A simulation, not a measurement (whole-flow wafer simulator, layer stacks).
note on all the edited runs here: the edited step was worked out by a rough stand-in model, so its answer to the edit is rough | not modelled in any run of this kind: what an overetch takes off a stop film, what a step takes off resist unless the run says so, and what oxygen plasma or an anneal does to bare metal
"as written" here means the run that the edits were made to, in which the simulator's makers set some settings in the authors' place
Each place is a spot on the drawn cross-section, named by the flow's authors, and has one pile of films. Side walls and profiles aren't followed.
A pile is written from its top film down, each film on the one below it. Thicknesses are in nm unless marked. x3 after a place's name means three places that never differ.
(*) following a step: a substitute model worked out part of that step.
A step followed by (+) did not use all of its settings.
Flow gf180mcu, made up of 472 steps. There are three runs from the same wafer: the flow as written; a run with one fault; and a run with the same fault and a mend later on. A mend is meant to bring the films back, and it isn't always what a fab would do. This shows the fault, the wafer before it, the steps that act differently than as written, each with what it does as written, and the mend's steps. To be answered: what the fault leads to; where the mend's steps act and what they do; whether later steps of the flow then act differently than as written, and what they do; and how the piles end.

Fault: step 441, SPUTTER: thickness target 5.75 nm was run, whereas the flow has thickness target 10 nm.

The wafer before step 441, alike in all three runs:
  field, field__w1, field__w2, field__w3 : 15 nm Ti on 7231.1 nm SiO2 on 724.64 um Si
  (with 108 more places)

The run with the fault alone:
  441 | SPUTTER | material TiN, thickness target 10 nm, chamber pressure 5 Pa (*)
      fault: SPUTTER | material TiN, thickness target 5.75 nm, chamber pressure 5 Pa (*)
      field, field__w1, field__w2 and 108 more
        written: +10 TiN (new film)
        fault: +5.75 TiN (new film)
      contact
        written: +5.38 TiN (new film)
        fault: +3.1 TiN (new film)
  Steps later in the flow that act otherwise than as written (not shown: 1 more step that differs only slightly, by at most 2% or 0.5 nm, whichever is larger):
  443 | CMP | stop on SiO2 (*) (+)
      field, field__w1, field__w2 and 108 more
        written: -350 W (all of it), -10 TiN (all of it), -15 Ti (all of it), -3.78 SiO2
        fault: -350 W (all of it), -5.75 TiN (all of it), -15 Ti (all of it), -3.74 SiO2
  At contact, the piles at the end differ from the flow's by more than 2% or 0.5 nm, whichever is larger.
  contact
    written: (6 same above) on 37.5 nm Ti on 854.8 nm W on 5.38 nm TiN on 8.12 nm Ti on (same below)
    fault: (6 same above) on 37.5 nm Ti on 857.1 nm W on 3.1 nm TiN on 8.12 nm Ti on (same below)

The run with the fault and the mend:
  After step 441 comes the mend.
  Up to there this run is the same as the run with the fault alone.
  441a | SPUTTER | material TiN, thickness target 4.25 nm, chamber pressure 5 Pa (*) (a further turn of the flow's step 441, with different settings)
      field, field__w1, field__w2 and 108 more
        +4.25 TiN
      contact
        +2.29 TiN
  None of the later steps of the flow acts differently than as written at any place that is followed.
  The piles end the same as the flow's at every place that both follow.
